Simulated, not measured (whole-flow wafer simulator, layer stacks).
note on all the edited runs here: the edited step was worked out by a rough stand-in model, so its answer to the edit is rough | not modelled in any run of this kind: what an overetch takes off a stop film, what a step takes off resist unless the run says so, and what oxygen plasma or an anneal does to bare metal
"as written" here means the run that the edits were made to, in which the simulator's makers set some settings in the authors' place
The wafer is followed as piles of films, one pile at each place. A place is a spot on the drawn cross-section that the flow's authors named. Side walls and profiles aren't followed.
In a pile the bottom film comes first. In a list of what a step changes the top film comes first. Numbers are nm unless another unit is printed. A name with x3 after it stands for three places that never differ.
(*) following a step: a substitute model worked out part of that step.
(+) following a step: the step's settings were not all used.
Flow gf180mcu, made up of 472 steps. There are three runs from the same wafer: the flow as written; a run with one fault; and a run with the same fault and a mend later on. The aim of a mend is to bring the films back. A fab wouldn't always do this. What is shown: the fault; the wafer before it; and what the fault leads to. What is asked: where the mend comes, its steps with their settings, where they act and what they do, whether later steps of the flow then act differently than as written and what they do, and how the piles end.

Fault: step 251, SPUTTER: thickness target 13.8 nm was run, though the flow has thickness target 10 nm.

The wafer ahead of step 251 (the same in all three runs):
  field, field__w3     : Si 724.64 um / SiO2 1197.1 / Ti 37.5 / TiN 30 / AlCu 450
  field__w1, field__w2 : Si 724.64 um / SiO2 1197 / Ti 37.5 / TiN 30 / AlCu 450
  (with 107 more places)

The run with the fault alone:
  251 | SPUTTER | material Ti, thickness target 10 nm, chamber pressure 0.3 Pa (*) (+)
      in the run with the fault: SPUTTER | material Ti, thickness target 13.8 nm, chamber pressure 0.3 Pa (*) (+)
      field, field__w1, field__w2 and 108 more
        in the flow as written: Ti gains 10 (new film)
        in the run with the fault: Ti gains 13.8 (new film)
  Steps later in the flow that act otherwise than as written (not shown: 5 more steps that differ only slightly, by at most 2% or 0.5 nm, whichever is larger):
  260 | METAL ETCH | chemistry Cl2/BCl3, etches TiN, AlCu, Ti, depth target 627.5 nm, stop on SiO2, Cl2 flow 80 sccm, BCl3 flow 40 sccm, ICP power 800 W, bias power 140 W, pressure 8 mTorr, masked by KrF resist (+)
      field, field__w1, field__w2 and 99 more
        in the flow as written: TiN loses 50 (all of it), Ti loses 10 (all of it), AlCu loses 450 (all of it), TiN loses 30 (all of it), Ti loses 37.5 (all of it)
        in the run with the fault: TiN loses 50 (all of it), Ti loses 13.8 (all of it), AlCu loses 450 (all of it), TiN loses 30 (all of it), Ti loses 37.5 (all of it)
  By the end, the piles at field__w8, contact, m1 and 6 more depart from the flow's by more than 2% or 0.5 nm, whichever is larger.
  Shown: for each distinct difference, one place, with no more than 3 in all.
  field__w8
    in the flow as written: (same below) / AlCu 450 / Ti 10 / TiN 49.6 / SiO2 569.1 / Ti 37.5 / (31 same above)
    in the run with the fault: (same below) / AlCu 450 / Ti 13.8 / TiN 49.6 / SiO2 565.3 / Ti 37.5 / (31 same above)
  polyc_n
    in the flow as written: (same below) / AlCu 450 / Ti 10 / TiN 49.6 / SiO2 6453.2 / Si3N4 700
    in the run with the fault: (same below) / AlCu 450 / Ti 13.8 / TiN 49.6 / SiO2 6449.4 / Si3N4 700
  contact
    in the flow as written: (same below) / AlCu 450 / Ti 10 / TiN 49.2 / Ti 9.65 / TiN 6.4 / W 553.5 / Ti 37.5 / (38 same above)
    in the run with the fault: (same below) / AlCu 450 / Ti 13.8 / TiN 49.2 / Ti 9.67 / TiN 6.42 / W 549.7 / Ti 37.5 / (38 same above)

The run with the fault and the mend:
  After step 251 comes the mend.
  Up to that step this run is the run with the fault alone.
  251a | METAL ETCH | chemistry Cl2/BCl3, etches TiN, AlCu, Ti, depth target 3.8 nm, Cl2 flow 80 sccm, BCl3 flow 40 sccm, ICP power 800 W, bias power 140 W, pressure 8 mTorr
      field, field__w1, field__w2 and 108 more
        Ti loses 3.8
  Later steps of the flow that are run all act as written at every place that is followed.
  By the end, the piles equal the flow's at every place that both follow.
